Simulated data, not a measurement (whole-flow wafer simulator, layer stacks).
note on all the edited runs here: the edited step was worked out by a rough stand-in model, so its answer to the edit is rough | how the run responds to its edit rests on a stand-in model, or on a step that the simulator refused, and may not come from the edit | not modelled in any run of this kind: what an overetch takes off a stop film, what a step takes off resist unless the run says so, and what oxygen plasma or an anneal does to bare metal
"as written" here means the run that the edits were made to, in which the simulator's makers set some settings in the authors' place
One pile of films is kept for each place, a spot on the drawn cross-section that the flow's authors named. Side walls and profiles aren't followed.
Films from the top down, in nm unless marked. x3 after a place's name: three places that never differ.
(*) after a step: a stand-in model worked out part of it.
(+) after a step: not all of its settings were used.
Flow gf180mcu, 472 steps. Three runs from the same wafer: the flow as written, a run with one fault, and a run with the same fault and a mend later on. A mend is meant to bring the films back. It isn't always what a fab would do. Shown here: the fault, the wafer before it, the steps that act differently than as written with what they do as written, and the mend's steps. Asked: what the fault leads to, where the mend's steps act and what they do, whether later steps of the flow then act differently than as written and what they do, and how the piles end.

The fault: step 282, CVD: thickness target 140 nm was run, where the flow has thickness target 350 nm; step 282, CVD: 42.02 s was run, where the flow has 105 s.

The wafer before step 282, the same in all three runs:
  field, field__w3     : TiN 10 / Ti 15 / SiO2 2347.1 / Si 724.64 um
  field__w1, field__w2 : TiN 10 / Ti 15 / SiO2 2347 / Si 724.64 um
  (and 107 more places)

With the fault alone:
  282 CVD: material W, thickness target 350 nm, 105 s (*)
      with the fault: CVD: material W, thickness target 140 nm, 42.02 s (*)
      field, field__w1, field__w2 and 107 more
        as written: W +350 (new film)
        with the fault: W +141.5 (new film)
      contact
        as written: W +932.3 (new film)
        with the fault: W +723.8 (new film)
  Later steps of the flow that act differently than as written:
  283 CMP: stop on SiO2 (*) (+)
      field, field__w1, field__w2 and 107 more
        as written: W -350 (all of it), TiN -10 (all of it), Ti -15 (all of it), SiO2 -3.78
        with the fault: W -141.5 (all of it), TiN -10 (all of it), Ti -15 (all of it), SiO2 -1.68
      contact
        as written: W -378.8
        with the fault: W -168.2
  At the end the piles differ from the flow's only slightly at the places that both follow, by at most 2% or 0.5 nm, whichever is larger.

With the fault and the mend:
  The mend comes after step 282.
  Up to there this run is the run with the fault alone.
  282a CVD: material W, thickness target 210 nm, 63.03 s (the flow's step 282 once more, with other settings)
      field, field__w1, field__w2 and 108 more
        W +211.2
  No later step of the flow acts differently than as written, at any place that is followed, by more than 2% or 0.5 nm, whichever is larger.
  At the end the piles differ from the flow's only slightly at the places that both follow, by at most 2% or 0.5 nm, whichever is larger.
